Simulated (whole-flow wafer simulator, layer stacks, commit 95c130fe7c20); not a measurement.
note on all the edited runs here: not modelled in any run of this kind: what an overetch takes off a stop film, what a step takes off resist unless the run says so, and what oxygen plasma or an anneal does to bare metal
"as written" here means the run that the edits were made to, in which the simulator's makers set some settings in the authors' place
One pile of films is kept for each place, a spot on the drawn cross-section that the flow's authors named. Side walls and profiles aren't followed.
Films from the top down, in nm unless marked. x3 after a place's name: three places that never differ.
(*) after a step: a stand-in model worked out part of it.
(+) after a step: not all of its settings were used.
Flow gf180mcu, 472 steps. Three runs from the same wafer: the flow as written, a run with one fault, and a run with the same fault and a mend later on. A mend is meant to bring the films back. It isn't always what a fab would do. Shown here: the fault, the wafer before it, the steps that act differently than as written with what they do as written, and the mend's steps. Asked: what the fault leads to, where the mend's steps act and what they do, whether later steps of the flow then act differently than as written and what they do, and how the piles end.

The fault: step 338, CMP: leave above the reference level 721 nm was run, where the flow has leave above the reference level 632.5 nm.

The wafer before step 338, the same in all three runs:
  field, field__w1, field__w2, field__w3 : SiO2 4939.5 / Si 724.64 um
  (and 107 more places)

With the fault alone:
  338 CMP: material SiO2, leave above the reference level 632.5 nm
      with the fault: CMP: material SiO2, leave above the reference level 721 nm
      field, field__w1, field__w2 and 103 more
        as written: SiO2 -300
        with the fault: SiO2 -211.5
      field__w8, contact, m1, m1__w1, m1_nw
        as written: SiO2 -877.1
        with the fault: SiO2 -788.6
  Later steps of the flow that act differently than as written (2 more steps differ only slightly, by at most 2% or 0.5 nm, whichever is larger, and aren't shown):
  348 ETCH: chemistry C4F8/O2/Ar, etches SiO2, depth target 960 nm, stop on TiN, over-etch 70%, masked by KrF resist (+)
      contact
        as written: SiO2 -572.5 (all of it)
        with the fault: SiO2 -661 (all of it)
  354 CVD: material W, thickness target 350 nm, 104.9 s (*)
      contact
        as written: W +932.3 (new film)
        with the fault: W +1021.6 (new film)
  At the end the piles differ from the flow's by more than 2% or 0.5 nm, whichever is larger, at field__w8, contact, m1, m1__w1, m1_nw.
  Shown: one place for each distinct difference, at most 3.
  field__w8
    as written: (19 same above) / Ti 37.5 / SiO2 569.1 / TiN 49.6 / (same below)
    with the fault: (19 same above) / Ti 37.5 / SiO2 657.6 / TiN 49.6 / (same below)
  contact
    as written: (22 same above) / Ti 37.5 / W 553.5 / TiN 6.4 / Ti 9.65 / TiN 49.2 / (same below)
    with the fault: (22 same above) / Ti 37.5 / W 642.8 / TiN 6.08 / Ti 9.17 / TiN 49.2 / (same below)

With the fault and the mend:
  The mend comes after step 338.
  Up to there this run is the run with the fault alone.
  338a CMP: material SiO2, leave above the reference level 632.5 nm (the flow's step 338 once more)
      field, field__w1, field__w2 and 108 more
        SiO2 -88.5
  No later step of the flow acts differently than as written at any place that is followed.
  At the end the piles are the same as the flow's at every place that both follow.
